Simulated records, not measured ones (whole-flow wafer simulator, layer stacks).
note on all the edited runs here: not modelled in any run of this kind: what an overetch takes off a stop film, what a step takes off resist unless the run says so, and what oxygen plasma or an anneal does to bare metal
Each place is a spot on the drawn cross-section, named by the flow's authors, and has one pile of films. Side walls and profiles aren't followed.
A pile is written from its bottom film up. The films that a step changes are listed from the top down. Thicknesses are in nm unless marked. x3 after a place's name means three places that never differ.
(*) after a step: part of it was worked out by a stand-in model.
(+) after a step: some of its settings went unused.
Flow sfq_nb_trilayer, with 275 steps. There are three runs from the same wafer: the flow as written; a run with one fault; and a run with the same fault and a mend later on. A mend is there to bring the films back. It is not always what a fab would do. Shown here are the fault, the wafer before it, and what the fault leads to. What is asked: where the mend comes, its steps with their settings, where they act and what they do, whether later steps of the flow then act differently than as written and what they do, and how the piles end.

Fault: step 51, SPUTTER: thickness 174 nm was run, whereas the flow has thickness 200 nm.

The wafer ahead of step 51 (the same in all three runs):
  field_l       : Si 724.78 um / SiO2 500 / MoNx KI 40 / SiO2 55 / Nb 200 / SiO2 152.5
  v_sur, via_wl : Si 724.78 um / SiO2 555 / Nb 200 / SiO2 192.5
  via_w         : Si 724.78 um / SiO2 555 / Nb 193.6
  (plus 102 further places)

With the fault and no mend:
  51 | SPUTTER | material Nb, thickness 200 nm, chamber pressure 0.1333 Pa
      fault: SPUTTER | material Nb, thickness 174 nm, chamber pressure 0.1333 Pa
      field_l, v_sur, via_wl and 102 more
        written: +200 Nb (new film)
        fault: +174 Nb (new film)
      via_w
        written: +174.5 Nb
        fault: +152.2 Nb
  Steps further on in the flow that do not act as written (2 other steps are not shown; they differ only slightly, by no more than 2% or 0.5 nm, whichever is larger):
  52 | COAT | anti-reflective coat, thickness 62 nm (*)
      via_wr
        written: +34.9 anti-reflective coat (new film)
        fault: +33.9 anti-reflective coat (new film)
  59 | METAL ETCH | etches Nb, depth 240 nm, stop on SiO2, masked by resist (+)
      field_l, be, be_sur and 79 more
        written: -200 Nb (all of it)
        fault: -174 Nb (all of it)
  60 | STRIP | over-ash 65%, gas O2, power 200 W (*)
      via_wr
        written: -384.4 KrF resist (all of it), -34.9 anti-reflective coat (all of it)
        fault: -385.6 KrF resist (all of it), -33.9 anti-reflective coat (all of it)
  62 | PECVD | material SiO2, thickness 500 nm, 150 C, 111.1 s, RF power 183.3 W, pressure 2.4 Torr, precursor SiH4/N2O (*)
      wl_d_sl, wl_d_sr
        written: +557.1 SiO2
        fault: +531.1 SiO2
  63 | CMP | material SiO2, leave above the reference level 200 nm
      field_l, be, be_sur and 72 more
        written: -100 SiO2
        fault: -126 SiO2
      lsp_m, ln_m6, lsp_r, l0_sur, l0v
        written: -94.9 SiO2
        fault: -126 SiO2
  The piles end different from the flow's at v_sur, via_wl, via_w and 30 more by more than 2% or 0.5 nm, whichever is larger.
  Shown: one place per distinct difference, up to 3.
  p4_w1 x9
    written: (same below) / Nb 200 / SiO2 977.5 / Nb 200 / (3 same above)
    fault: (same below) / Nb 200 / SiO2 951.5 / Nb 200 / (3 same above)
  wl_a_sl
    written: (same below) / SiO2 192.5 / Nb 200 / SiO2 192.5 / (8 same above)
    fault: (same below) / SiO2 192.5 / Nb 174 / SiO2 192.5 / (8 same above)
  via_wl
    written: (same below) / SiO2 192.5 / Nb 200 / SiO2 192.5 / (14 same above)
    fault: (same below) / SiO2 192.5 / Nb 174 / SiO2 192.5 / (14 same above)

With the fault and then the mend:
  The mend follows step 57.
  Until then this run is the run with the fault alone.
  57a | STRIP | over-ash 65%, gas O2, power 200 W (*)
      p4_fl x3, p4_w1 x9, p4_g1 x2 and 47 more
        -62 anti-reflective coat (all of it)
      wl_j_sl, wl_jj, wl_j_sr and 13 more
        -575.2 KrF resist (all of it), -62 anti-reflective coat (all of it)
      r_sur, res, r_end and 8 more
        -61.8 anti-reflective coat (all of it)
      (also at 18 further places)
  57b | SPUTTER | material Nb, thickness 26 nm, chamber pressure 0.1333 Pa (the flow's step 51 again, with other settings)
      field_l, v_sur, via_wl and 102 more
        +26 Nb
      via_w
        +20.1 Nb
  57c | COAT | anti-reflective coat, thickness 62 nm (*) (the flow's step 52 again)
      p4_fl x3, p4_w1 x9, p4_g1 x2 and 63 more
        +62 anti-reflective coat (new film)
      r_sur, res, r_end and 9 more
        +61.8 anti-reflective coat (new film)
      jj_sur, ce_l, c5j, ce_r, sp_r, be_r
        +61.7 anti-reflective coat (new film)
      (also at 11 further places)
  57d | COAT | KrF resist, thickness 600 nm (*) (the flow's step 53 again)
      p4_fl x3, p4_w1 x9, p4_g1 x2 and 63 more
        +600 KrF resist (new film)
      res, r_end, moat, field_r, l0_sur
        +599.4 KrF resist (new film)
      lsp_l, ln_m5, lsp_m, ln_m6, lsp_r
        +599.5 KrF resist (new film)
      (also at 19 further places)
  57e | SOFTBAKE | KrF resist (the flow's step 54 again)
      leaves every film unchanged at each place that is followed
  57f | EXPOSE | photomask M1, dose 12.11 mJ/cm2, NA 0.6, wavelength 248 nm (*) (the flow's step 55 again)
      leaves every film unchanged at each place that is followed
  57g | PEB | KrF resist, 90 s (the flow's step 56 again)
      wire, be, be_sur and 96 more
        -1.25 KrF resist
      field_l, via_v
        -1.24 KrF resist
      via_wl, via_wr
        -1.26 KrF resist
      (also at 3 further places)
  57h | DEVELOP | KrF resist, thickness 600 nm, 60 s (the flow's step 57 again)
      p4_fl x3, p4_w1 x9, p4_g1 x2 and 47 more
        -598.7 KrF resist (all of it)
      v_sur, via_wl, via_w and 21 more
        -23.5 KrF resist
      moat, field_r, lsp_l, lsp_m, ln_m6, lsp_r, l0_sur
        -598.2 KrF resist (all of it)
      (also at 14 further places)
  Later steps of the flow that are run all act as written at every place that is followed, up to a difference of at most 2% or 0.5 nm, whichever is larger.
  When the end is reached, the piles differ only a little from the flow's at the places that both follow, at most by 2% or 0.5 nm, whichever is larger.
